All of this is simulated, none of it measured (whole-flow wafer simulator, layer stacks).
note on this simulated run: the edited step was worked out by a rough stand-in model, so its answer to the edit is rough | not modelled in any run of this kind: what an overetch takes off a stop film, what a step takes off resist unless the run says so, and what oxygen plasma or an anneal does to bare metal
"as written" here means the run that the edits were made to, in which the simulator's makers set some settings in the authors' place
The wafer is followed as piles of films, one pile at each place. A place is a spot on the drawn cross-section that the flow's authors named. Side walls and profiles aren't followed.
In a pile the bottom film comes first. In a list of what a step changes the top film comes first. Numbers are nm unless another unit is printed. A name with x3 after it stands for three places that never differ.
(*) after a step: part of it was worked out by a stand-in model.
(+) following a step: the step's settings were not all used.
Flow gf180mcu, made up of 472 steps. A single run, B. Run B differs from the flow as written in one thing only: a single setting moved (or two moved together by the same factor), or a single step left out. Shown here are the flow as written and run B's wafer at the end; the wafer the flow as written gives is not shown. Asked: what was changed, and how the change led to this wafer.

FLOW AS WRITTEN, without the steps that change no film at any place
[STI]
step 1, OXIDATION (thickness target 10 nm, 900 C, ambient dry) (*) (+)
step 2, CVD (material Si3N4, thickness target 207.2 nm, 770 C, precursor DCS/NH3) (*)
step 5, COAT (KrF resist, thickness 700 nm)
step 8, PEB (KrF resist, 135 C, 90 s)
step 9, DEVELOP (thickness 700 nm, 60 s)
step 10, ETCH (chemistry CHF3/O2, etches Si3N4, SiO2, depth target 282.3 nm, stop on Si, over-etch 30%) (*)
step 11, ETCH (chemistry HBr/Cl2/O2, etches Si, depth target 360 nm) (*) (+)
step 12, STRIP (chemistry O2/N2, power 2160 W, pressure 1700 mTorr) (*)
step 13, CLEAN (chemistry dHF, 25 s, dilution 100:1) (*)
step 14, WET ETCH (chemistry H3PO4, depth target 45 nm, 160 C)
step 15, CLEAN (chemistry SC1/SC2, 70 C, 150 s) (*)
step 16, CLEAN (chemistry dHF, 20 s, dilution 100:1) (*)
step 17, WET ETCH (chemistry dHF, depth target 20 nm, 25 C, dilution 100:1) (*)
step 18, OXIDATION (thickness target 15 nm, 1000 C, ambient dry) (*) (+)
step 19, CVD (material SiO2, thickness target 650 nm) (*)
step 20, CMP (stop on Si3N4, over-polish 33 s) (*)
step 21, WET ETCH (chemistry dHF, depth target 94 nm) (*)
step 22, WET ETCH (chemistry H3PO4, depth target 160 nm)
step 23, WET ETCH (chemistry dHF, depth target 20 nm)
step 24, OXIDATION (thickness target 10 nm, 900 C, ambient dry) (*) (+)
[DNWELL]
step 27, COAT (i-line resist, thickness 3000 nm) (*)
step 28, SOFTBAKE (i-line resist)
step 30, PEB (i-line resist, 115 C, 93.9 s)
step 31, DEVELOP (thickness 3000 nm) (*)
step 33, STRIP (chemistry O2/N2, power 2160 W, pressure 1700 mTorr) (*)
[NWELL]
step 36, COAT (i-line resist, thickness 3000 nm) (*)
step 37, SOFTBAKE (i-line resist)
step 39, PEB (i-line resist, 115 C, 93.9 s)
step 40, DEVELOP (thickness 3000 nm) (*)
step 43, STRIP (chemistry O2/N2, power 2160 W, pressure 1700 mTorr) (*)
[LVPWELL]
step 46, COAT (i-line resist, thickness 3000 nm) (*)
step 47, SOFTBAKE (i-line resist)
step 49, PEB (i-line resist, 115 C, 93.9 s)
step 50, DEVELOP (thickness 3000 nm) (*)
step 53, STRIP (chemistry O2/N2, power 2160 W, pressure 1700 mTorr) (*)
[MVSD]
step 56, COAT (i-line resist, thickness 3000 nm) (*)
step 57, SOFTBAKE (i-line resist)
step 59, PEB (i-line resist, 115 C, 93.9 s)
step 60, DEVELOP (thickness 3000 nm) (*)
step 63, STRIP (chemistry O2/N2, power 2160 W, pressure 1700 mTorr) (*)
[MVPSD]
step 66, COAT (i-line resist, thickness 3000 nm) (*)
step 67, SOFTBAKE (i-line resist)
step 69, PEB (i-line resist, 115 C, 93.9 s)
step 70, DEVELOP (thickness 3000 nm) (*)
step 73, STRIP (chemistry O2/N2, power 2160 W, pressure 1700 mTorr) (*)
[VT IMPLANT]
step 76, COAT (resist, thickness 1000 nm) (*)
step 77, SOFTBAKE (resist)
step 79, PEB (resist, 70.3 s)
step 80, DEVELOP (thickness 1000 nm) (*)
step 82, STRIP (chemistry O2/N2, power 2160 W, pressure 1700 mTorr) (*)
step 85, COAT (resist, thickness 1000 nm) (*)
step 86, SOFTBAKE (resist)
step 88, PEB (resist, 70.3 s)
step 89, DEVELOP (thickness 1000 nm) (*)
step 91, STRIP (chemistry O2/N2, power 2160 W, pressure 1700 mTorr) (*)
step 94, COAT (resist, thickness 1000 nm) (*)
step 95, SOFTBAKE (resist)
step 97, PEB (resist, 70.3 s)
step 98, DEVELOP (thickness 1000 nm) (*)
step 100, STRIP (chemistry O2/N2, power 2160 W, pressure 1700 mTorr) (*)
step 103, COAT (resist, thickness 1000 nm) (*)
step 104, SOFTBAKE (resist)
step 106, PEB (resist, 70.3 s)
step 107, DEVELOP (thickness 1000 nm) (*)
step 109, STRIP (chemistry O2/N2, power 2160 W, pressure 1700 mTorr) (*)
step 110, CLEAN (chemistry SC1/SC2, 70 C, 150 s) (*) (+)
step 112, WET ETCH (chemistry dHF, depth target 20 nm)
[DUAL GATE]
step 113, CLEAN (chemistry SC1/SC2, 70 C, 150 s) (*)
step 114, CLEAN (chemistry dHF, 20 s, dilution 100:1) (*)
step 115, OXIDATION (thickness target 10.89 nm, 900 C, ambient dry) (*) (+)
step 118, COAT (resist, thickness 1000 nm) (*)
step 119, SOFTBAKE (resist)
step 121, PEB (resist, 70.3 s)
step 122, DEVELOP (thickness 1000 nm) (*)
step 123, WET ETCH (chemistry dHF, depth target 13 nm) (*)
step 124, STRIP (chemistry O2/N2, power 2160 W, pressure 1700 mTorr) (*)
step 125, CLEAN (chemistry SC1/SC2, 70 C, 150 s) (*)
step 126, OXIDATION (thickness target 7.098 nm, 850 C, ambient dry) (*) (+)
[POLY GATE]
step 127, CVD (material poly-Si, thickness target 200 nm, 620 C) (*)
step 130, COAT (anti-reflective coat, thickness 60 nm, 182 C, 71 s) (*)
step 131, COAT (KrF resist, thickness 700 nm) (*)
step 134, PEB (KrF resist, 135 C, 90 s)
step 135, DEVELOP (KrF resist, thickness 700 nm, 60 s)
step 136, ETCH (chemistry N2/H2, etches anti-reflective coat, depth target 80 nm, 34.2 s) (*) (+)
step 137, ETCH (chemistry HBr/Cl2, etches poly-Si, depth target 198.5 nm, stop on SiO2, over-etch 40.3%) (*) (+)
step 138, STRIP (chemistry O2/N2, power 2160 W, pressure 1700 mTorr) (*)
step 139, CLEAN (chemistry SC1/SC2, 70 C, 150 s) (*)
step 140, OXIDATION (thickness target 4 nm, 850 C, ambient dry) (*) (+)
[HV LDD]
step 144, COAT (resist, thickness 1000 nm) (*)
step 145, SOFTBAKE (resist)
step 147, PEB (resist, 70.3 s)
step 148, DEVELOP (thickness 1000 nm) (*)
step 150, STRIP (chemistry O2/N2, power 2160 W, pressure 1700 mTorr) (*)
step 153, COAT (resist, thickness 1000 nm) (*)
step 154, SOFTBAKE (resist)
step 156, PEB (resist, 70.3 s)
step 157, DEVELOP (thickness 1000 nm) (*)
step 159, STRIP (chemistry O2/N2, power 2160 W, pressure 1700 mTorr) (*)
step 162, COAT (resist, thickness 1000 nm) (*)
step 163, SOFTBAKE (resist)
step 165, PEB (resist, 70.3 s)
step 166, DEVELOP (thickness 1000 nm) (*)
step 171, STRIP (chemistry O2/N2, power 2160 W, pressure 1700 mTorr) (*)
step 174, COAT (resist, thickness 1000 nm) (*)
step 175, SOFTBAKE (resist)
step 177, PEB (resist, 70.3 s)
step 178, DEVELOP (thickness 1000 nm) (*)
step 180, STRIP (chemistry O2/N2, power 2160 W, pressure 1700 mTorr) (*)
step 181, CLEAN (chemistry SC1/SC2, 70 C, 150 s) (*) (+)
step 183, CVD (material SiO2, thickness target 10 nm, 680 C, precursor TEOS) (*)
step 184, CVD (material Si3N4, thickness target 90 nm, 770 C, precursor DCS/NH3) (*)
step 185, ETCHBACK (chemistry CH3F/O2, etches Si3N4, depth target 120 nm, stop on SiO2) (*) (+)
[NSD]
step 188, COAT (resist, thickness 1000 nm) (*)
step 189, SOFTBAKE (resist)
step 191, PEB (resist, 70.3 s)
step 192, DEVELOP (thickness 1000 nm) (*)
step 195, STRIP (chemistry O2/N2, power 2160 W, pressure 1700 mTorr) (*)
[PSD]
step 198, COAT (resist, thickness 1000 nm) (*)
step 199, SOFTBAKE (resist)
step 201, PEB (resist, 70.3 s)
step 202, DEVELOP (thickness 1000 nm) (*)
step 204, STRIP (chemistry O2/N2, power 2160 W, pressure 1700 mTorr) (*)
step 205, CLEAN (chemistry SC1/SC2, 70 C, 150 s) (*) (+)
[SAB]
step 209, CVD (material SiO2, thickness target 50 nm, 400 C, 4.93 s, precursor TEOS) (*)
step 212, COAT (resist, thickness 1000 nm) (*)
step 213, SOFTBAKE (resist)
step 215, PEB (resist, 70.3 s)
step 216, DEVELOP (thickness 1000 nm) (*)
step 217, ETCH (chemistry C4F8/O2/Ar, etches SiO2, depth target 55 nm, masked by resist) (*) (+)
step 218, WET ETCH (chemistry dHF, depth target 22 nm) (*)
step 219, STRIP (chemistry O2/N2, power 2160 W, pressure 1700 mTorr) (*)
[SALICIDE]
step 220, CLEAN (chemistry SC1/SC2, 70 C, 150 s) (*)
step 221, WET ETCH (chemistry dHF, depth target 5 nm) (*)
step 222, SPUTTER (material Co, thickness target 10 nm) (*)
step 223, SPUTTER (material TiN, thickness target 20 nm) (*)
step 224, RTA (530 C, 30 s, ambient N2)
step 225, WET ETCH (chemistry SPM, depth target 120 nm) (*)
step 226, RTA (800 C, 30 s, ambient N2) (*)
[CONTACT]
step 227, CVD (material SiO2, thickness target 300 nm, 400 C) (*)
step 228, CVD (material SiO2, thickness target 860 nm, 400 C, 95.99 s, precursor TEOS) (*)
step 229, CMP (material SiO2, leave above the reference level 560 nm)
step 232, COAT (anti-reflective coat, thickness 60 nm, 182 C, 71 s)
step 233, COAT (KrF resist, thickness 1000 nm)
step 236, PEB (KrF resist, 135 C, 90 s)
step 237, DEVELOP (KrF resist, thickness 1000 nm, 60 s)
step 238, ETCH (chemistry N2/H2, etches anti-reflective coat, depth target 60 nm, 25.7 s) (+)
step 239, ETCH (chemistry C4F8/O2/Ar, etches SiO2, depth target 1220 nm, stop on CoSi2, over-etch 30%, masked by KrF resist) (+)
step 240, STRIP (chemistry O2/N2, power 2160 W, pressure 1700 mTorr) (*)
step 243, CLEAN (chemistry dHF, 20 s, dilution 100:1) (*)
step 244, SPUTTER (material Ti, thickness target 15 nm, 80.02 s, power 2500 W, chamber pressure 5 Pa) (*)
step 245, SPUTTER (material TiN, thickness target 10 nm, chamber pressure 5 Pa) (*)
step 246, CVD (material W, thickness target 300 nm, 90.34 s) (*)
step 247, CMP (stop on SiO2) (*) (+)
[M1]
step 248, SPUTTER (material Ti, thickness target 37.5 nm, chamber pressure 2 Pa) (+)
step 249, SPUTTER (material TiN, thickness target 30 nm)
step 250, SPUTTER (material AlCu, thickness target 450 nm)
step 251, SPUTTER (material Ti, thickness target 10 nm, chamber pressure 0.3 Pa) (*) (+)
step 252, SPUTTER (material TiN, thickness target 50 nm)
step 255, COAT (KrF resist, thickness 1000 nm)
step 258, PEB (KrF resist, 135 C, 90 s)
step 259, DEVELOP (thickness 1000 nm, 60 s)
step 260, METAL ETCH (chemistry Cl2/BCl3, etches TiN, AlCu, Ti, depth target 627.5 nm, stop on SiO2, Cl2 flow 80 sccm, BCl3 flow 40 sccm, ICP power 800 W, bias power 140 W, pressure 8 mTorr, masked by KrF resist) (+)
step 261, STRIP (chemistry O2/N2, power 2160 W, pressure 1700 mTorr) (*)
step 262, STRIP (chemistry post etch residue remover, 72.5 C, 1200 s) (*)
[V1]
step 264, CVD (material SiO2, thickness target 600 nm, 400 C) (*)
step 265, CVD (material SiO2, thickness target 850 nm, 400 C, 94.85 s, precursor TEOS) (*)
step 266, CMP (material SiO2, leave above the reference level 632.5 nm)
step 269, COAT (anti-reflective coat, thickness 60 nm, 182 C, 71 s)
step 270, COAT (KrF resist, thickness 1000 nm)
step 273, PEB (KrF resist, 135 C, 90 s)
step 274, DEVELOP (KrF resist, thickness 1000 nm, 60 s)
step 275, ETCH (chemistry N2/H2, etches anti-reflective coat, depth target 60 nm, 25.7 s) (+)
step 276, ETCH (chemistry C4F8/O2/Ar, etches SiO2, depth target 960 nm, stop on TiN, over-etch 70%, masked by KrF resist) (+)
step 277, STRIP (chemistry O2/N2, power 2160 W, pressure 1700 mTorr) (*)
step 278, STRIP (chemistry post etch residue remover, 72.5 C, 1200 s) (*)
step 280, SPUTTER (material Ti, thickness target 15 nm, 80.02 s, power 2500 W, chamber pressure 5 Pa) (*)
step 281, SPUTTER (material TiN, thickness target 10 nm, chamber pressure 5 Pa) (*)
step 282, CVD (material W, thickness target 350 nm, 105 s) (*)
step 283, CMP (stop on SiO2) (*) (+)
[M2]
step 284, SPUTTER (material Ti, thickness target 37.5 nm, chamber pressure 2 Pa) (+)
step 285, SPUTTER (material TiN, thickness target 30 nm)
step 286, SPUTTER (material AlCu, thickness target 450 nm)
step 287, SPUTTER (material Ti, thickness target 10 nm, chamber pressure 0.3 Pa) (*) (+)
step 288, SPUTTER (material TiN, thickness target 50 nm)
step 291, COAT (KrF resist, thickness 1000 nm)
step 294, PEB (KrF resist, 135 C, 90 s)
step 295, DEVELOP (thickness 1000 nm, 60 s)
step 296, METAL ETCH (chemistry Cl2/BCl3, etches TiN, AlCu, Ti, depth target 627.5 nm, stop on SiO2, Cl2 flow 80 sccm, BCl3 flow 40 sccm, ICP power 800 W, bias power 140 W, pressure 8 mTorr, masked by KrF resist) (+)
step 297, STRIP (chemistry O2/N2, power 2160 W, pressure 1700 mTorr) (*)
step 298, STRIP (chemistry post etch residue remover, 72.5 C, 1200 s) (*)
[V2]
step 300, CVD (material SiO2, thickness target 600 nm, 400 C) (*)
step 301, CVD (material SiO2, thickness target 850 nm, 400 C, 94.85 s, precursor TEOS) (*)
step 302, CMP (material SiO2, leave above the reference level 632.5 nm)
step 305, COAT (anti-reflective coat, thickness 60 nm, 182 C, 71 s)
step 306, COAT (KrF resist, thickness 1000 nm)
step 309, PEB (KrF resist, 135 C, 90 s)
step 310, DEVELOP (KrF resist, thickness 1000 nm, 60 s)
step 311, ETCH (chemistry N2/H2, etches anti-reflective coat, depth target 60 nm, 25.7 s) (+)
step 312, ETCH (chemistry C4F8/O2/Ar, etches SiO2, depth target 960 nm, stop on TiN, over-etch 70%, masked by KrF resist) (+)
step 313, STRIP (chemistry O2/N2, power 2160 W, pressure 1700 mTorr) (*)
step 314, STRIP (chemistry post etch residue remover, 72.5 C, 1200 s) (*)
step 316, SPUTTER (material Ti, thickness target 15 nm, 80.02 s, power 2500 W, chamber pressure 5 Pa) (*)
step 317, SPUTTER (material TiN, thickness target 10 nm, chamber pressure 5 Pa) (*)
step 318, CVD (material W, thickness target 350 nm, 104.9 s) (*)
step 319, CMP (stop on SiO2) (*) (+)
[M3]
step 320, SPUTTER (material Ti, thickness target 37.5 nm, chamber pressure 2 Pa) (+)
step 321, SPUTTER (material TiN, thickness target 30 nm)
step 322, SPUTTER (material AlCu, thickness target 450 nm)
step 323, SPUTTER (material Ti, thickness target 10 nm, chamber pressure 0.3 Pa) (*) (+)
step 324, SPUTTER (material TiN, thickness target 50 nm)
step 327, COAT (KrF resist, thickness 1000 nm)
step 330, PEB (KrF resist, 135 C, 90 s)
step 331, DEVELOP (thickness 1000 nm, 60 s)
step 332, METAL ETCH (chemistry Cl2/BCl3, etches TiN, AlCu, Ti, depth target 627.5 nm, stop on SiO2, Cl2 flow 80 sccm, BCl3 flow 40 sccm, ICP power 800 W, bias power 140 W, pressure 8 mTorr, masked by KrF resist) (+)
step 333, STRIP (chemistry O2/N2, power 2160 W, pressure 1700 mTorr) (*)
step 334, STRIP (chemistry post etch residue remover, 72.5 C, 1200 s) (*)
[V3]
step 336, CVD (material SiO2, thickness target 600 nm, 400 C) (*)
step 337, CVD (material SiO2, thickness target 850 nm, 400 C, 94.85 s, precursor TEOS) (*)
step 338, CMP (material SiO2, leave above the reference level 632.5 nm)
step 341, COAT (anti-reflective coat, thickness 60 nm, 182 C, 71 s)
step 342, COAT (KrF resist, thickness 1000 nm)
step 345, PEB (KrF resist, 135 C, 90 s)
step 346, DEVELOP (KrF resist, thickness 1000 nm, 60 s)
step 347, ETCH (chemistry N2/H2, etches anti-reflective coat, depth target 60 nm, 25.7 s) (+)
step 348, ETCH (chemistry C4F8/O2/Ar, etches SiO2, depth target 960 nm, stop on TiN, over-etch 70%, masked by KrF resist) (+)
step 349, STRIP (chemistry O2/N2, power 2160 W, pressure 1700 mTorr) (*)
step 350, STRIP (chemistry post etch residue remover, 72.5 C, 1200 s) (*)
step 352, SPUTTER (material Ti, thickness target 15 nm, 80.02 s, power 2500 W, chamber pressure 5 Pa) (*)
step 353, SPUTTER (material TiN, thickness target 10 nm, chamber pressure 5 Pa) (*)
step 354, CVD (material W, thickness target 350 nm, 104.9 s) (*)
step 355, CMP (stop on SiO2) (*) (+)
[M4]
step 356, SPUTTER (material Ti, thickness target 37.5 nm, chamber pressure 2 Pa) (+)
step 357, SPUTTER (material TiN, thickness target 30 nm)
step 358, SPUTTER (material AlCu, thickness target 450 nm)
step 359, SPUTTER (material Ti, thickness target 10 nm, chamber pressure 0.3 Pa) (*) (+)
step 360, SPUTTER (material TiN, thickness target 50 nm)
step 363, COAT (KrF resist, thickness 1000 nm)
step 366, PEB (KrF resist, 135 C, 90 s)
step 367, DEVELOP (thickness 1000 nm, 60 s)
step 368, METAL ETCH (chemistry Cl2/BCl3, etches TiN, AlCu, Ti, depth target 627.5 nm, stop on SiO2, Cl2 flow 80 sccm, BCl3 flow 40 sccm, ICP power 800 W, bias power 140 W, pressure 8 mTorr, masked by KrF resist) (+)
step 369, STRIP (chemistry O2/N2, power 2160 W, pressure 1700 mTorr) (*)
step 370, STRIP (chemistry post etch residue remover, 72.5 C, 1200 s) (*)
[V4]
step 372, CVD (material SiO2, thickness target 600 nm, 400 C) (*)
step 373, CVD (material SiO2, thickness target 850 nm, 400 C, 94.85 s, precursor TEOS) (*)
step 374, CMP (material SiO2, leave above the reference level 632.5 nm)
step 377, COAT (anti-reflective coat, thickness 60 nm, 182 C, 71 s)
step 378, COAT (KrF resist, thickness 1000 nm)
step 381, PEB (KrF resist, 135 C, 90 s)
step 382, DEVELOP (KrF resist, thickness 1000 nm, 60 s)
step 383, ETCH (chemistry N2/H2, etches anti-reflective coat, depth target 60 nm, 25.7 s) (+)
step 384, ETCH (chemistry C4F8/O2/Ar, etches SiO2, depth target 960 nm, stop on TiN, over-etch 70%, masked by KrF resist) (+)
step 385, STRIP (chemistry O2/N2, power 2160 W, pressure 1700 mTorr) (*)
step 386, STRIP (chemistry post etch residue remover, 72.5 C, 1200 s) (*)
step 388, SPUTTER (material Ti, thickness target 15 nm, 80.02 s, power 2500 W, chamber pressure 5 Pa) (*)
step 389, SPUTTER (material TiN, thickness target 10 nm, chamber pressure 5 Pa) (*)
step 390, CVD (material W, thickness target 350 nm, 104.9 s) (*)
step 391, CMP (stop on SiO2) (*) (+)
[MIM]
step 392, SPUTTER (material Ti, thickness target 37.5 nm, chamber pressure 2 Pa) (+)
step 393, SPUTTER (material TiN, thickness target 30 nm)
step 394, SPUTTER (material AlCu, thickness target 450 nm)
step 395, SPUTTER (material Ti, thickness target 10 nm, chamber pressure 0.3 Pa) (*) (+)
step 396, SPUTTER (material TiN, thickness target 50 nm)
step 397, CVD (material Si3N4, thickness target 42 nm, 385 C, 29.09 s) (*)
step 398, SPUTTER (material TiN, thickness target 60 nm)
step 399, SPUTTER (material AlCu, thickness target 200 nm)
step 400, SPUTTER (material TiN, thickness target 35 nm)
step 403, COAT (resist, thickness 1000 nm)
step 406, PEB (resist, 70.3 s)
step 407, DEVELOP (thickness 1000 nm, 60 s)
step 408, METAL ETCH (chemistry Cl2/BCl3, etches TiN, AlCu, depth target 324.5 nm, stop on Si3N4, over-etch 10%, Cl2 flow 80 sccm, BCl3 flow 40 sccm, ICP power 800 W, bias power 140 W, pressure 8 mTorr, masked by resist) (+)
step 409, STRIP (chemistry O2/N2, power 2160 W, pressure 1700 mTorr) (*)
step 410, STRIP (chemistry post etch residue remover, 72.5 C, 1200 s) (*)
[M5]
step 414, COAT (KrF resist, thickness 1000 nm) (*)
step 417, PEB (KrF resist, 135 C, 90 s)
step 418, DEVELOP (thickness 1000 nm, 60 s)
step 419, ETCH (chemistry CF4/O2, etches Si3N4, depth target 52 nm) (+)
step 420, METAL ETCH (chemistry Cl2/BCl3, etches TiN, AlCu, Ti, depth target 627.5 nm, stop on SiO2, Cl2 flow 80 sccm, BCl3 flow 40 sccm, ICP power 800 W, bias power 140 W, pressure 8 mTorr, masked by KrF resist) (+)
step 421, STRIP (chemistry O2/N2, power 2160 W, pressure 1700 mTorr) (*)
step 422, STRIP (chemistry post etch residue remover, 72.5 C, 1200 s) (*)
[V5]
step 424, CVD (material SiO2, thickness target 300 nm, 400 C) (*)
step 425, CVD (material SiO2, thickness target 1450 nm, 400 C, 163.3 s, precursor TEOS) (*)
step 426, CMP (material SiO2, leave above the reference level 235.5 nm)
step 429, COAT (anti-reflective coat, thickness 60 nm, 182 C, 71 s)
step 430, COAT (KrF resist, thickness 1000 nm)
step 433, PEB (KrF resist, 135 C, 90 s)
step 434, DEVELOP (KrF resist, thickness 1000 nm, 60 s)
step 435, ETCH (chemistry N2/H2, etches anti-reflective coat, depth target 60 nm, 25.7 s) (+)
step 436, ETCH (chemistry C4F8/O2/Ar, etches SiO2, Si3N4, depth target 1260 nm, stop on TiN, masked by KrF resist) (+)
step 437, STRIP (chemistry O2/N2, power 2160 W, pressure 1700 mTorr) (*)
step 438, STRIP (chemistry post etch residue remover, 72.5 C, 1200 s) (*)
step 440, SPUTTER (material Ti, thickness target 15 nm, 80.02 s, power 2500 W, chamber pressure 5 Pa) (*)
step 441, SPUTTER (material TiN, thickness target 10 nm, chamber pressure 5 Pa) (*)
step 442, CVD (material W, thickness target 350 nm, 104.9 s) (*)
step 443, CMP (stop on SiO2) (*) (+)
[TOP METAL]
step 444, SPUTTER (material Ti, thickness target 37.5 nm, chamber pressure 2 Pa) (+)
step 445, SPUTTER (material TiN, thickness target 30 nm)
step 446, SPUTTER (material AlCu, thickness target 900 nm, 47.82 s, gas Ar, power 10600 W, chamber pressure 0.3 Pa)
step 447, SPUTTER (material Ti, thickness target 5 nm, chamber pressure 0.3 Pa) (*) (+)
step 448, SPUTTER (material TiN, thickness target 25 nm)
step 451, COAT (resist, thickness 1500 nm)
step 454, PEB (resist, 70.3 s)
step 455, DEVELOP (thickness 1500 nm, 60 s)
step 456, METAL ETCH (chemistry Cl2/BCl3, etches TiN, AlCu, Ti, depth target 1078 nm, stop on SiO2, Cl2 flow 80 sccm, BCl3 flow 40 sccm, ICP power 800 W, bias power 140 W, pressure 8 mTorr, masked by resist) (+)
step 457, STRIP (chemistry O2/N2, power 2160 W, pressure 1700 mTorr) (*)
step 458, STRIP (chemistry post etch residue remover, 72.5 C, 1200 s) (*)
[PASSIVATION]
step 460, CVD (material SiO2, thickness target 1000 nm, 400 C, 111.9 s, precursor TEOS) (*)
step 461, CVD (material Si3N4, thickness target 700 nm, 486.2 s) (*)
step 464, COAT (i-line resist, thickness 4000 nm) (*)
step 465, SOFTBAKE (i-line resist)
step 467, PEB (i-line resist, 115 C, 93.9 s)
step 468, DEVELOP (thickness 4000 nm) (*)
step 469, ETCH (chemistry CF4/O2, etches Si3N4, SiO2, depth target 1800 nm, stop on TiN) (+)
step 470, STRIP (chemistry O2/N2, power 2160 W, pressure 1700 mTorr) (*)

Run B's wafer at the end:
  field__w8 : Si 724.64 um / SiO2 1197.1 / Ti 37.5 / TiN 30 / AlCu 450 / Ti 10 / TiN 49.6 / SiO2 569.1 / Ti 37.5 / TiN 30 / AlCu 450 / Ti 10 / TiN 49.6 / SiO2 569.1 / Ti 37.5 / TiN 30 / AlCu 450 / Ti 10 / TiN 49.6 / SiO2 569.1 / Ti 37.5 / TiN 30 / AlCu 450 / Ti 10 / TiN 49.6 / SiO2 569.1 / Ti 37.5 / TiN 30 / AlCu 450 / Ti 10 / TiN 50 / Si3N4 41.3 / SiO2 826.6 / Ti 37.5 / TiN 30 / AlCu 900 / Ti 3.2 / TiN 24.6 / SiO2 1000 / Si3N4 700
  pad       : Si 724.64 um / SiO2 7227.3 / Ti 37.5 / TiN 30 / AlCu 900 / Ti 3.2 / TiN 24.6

What caused this: step 447, SPUTTER: thickness target 3.2 nm was run, though the flow has thickness target 5 nm.
The wafer lets one read it off: field__w8 has Ti 3.2, and step 447 as written asks for 5 nm.

How this came from the change, step by step:
  step 447, SPUTTER (material Ti, thickness target 5 nm, chamber pressure 0.3 Pa) (*) (+)
      field, field__w1, field__w2 and 109 more: +3.2 Ti (new film) (it would be, as written: +5 Ti (new film))
  step 456, METAL ETCH (chemistry Cl2/BCl3, etches TiN, AlCu, Ti, depth target 1078 nm, stop on SiO2, Cl2 flow 80 sccm, BCl3 flow 40 sccm, ICP power 800 W, bias power 140 W, pressure 8 mTorr, masked by resist) (+)
      field, field__w1, field__w2 and 103 more: -25 TiN (all of it), -3.2 Ti (all of it), -900 AlCu (all of it), -30 TiN (all of it), -37.5 Ti (all of it) (it would be, as written: -25 TiN (all of it), -5 Ti (all of it), -900 AlCu (all of it), -30 TiN (all of it), -37.5 Ti (all of it))
